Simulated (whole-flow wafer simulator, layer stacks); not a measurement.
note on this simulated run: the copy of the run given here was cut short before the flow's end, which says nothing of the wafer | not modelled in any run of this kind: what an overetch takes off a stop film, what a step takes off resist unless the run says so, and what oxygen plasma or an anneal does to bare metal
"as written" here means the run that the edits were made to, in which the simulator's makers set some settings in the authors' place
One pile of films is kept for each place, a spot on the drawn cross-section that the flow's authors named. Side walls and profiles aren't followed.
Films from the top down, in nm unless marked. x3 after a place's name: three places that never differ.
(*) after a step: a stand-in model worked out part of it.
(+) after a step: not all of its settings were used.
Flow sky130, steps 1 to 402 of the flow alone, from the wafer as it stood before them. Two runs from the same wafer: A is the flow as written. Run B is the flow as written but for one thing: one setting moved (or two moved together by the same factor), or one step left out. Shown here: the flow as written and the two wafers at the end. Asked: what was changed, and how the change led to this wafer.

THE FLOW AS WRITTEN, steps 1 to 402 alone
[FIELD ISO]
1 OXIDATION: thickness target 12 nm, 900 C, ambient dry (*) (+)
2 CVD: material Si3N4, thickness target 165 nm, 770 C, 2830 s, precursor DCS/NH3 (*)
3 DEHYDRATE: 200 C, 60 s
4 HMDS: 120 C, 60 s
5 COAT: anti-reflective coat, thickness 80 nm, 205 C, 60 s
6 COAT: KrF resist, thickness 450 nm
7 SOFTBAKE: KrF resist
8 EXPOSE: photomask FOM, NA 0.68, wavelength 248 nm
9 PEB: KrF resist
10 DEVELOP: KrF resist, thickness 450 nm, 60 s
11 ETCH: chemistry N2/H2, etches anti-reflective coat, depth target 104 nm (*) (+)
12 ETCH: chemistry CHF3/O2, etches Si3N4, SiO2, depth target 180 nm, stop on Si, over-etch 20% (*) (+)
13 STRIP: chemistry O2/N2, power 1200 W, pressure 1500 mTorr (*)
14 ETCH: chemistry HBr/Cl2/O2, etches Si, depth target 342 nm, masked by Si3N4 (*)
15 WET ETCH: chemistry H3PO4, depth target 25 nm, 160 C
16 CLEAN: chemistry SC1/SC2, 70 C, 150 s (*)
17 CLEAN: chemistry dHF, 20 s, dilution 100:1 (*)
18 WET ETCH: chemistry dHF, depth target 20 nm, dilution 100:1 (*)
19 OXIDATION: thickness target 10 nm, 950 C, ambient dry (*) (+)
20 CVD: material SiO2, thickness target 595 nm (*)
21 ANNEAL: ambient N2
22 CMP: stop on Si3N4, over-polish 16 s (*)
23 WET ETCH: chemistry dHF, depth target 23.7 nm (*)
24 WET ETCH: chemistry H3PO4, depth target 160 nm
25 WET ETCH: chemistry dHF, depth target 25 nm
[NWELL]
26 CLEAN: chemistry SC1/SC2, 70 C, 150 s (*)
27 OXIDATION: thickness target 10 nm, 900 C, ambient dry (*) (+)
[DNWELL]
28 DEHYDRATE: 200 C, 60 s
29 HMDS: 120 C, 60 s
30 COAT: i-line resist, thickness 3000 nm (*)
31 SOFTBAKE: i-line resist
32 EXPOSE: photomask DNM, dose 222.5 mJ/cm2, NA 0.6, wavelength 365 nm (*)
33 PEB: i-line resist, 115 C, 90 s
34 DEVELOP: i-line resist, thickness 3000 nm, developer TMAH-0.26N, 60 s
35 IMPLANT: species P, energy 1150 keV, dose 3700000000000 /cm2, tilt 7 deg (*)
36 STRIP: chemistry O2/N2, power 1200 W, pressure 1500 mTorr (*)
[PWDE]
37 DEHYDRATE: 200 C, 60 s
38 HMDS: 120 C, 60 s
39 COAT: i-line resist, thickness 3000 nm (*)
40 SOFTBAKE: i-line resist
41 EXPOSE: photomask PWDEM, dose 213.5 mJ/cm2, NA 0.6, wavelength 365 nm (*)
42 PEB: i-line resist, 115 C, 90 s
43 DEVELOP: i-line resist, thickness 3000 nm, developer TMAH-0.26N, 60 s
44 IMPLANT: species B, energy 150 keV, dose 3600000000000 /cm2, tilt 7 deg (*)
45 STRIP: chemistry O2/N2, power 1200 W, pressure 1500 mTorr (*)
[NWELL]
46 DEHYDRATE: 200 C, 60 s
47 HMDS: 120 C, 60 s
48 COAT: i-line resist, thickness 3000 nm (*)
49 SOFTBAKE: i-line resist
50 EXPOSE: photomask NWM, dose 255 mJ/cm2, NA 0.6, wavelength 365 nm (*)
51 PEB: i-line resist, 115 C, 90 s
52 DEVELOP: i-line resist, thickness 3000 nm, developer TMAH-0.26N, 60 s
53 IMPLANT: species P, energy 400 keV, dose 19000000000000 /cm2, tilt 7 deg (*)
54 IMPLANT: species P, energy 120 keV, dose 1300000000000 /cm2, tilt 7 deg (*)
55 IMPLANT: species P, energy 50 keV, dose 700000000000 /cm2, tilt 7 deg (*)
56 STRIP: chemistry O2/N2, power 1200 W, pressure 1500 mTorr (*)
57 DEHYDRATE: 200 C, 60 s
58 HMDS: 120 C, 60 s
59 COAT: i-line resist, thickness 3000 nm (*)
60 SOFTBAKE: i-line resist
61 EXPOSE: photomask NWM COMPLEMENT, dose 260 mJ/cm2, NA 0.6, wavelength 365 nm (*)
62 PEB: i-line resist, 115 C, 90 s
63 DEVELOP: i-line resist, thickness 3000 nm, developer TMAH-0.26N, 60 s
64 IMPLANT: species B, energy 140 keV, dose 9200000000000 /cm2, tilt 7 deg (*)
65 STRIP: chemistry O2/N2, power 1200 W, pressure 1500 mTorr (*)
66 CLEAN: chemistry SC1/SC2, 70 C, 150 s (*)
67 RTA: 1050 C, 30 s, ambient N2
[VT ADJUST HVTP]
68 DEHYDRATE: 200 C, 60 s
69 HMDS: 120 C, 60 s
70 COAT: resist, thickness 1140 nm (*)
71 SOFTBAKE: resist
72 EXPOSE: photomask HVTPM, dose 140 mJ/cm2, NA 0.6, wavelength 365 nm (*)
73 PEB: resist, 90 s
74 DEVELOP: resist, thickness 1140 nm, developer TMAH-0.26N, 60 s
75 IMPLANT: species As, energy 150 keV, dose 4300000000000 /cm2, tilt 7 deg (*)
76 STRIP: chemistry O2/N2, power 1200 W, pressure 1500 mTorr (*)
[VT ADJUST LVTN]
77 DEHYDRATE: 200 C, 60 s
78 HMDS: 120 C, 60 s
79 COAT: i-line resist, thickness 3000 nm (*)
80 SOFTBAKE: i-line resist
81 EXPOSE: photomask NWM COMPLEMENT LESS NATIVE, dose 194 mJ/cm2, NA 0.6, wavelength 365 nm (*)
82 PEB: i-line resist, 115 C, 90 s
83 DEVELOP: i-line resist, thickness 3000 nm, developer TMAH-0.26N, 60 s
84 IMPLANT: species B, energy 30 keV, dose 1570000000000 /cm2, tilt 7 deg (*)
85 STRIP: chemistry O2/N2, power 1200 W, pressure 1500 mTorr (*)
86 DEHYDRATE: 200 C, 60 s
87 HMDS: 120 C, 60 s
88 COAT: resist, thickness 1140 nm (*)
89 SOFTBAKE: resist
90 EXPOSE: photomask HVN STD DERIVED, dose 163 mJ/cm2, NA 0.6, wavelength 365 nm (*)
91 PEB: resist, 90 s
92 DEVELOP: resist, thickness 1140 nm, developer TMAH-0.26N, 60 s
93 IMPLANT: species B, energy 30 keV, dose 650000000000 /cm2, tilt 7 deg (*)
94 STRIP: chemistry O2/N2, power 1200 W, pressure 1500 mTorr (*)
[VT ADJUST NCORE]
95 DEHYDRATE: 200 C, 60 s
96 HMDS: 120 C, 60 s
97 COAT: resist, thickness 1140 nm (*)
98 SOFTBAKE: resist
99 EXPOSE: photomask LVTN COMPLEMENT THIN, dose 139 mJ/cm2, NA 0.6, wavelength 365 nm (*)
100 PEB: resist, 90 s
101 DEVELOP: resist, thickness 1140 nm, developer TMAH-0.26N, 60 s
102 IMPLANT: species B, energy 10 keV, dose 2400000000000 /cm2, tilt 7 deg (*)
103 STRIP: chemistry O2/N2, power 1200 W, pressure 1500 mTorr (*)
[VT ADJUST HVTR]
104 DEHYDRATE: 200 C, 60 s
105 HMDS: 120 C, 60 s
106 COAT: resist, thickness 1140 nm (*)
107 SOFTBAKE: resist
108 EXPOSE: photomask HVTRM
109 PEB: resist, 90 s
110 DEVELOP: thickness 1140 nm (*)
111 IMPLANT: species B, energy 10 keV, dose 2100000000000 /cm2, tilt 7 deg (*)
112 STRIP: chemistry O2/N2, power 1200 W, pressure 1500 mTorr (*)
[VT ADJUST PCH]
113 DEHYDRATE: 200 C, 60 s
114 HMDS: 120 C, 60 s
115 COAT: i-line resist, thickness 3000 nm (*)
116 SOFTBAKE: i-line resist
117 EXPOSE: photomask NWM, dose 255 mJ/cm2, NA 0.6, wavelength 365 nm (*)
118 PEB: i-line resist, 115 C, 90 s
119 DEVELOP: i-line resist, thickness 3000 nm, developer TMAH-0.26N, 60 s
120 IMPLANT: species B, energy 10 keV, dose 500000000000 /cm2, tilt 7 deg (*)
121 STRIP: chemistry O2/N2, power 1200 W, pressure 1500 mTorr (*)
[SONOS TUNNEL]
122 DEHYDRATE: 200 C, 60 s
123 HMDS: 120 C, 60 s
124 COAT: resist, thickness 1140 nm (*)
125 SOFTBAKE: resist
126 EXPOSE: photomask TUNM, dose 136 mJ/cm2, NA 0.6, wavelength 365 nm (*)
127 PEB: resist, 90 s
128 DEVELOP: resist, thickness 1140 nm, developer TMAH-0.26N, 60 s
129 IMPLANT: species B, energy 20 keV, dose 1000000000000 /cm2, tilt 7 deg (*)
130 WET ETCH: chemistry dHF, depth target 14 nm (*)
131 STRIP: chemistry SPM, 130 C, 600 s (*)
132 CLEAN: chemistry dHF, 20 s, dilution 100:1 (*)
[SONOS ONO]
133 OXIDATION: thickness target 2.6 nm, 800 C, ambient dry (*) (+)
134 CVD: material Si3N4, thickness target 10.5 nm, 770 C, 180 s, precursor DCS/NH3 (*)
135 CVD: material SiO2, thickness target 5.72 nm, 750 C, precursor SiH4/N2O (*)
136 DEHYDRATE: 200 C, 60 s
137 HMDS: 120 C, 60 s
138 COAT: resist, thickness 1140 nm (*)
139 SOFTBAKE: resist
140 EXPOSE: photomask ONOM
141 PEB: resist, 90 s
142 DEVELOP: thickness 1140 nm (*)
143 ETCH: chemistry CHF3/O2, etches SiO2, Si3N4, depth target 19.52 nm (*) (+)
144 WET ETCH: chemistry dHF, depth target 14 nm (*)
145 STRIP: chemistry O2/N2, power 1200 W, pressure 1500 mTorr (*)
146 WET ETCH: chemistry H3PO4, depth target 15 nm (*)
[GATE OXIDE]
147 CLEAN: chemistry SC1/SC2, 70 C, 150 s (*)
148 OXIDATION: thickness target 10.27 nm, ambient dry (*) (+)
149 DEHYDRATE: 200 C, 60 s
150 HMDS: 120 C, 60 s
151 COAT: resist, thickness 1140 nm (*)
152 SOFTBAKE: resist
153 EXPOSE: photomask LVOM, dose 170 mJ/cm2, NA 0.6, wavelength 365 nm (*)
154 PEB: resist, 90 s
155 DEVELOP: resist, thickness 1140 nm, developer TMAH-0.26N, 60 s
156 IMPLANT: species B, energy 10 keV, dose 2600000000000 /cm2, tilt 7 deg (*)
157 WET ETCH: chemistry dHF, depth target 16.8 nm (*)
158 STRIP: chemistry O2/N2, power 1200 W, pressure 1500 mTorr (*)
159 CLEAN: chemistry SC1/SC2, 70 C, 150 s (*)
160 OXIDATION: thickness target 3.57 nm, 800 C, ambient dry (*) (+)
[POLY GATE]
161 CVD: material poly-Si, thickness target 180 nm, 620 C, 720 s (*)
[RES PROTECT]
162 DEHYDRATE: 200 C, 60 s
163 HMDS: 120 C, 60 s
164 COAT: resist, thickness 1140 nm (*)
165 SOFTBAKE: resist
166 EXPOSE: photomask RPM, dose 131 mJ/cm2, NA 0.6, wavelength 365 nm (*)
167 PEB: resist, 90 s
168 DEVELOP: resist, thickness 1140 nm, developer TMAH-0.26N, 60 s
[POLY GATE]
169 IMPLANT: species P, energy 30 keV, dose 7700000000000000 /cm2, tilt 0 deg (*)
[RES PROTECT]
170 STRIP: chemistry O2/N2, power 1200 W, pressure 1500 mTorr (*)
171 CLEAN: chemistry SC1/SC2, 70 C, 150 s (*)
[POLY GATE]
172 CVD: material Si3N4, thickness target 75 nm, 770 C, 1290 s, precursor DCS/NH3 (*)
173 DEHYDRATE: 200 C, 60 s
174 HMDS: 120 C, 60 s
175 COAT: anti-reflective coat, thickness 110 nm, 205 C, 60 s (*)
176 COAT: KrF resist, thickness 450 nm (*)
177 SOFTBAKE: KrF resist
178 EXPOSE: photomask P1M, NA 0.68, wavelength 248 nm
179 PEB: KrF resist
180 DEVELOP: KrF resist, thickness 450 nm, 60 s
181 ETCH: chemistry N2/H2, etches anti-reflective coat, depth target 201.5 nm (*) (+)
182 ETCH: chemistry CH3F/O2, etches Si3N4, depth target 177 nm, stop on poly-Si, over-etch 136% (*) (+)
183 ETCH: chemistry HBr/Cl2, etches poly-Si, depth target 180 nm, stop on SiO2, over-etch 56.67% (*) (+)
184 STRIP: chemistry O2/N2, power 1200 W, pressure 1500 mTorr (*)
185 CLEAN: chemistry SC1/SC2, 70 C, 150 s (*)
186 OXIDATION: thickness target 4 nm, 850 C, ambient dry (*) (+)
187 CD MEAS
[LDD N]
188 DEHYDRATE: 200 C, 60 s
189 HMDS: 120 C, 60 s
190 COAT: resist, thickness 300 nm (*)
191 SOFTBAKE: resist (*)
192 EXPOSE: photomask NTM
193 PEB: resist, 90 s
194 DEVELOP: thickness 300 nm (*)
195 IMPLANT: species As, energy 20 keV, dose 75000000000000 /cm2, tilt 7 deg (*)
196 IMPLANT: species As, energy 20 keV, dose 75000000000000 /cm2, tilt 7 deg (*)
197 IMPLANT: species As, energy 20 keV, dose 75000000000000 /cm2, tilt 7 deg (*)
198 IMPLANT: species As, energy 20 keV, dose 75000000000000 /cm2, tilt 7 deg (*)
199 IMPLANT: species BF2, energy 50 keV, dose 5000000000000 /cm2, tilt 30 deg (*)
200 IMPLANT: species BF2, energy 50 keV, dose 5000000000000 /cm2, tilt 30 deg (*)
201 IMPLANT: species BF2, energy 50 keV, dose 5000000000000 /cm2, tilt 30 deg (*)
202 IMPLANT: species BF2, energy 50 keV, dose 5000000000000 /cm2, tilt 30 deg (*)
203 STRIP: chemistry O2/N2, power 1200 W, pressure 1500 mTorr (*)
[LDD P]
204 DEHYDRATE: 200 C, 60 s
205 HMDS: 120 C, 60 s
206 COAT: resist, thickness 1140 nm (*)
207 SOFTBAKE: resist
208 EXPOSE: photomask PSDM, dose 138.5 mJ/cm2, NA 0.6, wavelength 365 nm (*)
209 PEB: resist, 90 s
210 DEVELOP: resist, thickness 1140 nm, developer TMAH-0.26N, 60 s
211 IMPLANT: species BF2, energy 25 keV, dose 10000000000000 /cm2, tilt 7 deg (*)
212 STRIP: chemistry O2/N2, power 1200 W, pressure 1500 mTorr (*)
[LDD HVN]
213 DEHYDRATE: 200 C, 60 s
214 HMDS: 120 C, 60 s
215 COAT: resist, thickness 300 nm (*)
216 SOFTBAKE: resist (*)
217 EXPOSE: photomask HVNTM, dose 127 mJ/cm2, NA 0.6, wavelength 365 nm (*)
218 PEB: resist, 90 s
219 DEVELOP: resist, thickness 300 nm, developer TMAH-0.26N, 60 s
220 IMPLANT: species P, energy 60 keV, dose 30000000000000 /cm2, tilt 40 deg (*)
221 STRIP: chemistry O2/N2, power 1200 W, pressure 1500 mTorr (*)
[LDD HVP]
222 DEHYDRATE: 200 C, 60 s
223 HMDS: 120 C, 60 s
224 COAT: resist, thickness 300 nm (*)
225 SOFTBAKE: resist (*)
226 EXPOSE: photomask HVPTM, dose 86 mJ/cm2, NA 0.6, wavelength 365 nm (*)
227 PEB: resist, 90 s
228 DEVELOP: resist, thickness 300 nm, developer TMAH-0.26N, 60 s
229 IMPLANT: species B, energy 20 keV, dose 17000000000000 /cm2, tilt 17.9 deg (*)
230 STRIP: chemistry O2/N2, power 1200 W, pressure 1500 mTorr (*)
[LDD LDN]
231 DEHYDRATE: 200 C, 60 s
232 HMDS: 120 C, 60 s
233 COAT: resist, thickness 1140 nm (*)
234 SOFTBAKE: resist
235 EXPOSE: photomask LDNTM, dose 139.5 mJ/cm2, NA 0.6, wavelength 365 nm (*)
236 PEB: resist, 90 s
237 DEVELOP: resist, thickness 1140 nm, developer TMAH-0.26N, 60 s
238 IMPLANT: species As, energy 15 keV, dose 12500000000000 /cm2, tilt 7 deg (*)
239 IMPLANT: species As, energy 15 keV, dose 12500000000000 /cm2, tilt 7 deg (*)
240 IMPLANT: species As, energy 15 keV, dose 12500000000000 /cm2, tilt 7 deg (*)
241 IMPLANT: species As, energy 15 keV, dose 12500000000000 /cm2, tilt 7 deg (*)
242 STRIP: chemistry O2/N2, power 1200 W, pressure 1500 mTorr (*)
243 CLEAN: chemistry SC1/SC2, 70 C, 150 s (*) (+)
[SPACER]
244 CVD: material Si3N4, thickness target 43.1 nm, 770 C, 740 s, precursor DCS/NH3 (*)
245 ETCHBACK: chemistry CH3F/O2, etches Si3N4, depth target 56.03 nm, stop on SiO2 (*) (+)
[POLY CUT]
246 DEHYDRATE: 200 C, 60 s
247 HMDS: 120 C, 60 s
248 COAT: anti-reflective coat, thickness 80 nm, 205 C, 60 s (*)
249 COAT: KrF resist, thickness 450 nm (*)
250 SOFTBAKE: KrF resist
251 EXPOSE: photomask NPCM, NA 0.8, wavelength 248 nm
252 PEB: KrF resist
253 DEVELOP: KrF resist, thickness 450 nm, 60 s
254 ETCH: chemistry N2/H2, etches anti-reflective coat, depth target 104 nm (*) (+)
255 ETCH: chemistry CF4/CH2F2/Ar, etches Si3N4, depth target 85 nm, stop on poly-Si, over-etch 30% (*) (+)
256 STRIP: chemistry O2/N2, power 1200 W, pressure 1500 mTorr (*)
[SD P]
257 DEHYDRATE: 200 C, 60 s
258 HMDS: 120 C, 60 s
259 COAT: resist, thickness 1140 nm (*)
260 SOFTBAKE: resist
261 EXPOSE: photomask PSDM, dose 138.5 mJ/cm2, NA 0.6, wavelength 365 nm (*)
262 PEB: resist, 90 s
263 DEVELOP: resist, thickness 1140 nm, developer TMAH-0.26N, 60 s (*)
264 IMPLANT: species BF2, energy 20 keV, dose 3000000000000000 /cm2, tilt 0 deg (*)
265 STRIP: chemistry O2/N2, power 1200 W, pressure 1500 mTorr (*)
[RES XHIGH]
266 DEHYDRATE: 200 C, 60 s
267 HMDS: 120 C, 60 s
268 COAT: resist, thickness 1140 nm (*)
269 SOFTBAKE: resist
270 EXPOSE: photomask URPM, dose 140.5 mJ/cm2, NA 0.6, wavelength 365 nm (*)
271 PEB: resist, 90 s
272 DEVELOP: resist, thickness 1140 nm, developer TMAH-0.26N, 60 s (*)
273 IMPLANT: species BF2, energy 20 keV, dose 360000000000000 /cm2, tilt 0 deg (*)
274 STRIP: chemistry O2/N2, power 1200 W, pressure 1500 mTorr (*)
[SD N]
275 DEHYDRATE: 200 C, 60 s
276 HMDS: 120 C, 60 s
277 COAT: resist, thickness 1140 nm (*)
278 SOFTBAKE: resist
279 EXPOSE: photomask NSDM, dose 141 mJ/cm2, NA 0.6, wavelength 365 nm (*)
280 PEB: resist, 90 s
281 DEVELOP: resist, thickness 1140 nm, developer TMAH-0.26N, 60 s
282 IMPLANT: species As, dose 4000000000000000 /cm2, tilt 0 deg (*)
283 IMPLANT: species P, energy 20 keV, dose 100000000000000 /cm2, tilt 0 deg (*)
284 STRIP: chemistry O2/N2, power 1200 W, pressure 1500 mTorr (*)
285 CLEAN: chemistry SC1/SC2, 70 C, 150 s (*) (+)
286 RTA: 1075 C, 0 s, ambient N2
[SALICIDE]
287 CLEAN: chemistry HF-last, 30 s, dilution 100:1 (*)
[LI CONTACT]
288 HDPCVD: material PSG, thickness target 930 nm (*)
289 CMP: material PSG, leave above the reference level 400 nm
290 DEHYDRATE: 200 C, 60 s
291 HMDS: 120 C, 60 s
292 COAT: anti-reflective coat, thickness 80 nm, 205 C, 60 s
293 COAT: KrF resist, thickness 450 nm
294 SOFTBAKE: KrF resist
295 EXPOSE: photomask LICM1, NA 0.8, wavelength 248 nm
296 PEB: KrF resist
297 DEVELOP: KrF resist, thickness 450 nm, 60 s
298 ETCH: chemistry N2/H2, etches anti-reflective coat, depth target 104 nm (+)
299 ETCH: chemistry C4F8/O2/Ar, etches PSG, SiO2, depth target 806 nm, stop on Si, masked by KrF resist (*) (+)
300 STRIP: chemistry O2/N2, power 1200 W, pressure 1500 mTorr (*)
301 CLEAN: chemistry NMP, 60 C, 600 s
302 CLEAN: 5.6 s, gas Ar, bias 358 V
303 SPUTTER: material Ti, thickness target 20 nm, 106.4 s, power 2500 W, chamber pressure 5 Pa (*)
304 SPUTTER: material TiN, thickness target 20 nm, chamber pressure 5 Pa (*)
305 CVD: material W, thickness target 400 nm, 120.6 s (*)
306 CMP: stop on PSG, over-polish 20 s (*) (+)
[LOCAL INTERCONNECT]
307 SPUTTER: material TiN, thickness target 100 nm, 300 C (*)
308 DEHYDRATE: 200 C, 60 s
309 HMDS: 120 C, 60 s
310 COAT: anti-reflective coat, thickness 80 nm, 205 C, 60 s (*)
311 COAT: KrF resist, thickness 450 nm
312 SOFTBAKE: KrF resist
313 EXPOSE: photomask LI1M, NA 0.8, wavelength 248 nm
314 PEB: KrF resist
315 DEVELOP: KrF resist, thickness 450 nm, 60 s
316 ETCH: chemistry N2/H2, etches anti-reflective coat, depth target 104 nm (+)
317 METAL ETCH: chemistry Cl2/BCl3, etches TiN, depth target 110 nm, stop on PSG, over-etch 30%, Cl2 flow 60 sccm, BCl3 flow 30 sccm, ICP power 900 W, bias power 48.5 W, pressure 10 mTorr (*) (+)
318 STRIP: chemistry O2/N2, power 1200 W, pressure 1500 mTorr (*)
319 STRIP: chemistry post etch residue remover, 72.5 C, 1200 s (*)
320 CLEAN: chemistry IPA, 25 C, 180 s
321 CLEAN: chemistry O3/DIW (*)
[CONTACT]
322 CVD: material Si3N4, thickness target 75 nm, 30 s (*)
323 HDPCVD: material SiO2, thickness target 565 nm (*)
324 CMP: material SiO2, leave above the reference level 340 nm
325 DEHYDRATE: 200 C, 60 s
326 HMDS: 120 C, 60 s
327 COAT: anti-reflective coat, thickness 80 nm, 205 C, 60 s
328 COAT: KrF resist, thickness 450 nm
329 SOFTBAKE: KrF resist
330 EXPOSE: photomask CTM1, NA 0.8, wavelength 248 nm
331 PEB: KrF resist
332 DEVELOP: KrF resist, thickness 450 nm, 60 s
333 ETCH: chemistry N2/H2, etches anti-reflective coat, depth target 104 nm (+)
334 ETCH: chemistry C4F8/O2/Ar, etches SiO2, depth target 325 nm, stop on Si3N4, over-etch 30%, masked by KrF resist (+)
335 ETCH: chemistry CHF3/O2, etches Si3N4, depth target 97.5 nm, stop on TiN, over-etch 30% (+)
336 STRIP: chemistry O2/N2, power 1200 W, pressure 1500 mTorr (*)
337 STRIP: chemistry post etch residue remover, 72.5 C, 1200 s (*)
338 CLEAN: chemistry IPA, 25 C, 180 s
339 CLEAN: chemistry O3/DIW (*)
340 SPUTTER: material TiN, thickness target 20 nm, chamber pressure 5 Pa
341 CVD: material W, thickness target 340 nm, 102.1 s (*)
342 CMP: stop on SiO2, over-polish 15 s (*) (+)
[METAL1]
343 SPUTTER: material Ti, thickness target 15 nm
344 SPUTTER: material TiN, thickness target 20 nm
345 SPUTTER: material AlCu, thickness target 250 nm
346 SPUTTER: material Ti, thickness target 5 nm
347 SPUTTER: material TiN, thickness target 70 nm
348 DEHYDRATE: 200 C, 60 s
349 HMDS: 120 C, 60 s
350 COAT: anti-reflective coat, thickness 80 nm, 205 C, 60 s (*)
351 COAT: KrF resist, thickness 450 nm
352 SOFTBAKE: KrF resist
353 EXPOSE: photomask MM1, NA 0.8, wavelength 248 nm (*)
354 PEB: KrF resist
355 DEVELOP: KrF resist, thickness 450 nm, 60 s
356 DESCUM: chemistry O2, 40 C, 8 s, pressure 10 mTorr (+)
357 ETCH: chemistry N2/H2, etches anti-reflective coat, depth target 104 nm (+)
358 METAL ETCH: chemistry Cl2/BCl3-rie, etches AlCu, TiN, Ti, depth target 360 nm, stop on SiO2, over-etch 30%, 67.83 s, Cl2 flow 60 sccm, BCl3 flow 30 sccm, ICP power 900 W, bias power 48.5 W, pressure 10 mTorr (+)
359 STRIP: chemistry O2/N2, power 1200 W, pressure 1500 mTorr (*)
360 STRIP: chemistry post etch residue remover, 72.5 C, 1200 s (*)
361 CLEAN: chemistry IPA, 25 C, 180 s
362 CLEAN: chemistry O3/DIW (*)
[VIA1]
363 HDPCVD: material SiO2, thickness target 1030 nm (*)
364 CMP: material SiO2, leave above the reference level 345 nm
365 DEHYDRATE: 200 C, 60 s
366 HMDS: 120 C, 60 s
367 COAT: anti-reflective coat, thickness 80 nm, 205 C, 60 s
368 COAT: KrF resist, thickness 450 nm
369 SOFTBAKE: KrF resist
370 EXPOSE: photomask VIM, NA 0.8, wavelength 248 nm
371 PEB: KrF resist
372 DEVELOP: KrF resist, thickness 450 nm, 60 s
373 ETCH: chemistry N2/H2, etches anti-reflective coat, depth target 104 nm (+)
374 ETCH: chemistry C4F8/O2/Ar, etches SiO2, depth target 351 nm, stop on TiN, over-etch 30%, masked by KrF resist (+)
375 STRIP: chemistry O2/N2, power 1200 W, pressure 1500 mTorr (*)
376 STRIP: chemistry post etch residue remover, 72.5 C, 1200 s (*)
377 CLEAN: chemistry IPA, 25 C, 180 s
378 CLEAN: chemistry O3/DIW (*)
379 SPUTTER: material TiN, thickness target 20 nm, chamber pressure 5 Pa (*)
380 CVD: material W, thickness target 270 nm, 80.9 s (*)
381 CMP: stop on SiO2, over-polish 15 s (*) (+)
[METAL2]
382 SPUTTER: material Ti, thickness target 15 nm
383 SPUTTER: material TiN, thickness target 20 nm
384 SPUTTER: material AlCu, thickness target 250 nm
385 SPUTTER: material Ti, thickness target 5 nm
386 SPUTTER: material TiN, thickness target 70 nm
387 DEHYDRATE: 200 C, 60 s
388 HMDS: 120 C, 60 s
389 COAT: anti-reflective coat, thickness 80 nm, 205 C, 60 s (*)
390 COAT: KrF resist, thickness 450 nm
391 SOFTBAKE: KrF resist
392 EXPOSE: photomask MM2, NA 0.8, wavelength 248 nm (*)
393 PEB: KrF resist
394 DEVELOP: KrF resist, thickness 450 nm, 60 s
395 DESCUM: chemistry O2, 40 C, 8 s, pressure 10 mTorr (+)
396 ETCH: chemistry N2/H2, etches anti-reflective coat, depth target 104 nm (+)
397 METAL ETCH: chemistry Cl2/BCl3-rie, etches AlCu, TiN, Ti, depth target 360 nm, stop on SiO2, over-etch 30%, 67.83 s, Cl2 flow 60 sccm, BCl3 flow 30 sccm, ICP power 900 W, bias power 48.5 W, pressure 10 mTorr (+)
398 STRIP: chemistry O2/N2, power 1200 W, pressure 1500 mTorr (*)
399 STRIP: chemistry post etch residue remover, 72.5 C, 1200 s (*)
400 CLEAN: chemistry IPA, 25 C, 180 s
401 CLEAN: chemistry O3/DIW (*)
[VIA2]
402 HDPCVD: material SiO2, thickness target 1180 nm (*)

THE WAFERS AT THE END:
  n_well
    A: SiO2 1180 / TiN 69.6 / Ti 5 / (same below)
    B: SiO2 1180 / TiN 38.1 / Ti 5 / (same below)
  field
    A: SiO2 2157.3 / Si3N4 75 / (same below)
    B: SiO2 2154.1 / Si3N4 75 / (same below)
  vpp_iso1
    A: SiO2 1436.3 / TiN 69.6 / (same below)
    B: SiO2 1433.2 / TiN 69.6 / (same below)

The cause: step 386, SPUTTER: thickness target 38.5 nm was run, where the flow has thickness target 70 nm.

How the change led to this, step by step:
  386 SPUTTER: material TiN, thickness target 70 nm
      field, active, n_well and 188 more: A TiN +70 (new film) | B TiN +38.5 (new film)
  397 METAL ETCH: chemistry Cl2/BCl3-rie, etches AlCu, TiN, Ti, depth target 360 nm, stop on SiO2, over-etch 30%, 67.83 s, Cl2 flow 60 sccm, BCl3 flow 30 sccm, ICP power 900 W, bias power 48.5 W, pressure 10 mTorr (+)
      field, active, gate and 82 more: A TiN -68.7 (all of it), Ti -5 (all of it), AlCu -250 (all of it), TiN -20 (all of it), Ti -15 (all of it), SiO2 -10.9 | B TiN -37.2 (all of it), Ti -5 (all of it), AlCu -250 (all of it), TiN -20 (all of it), Ti -15 (all of it), SiO2 -14.1
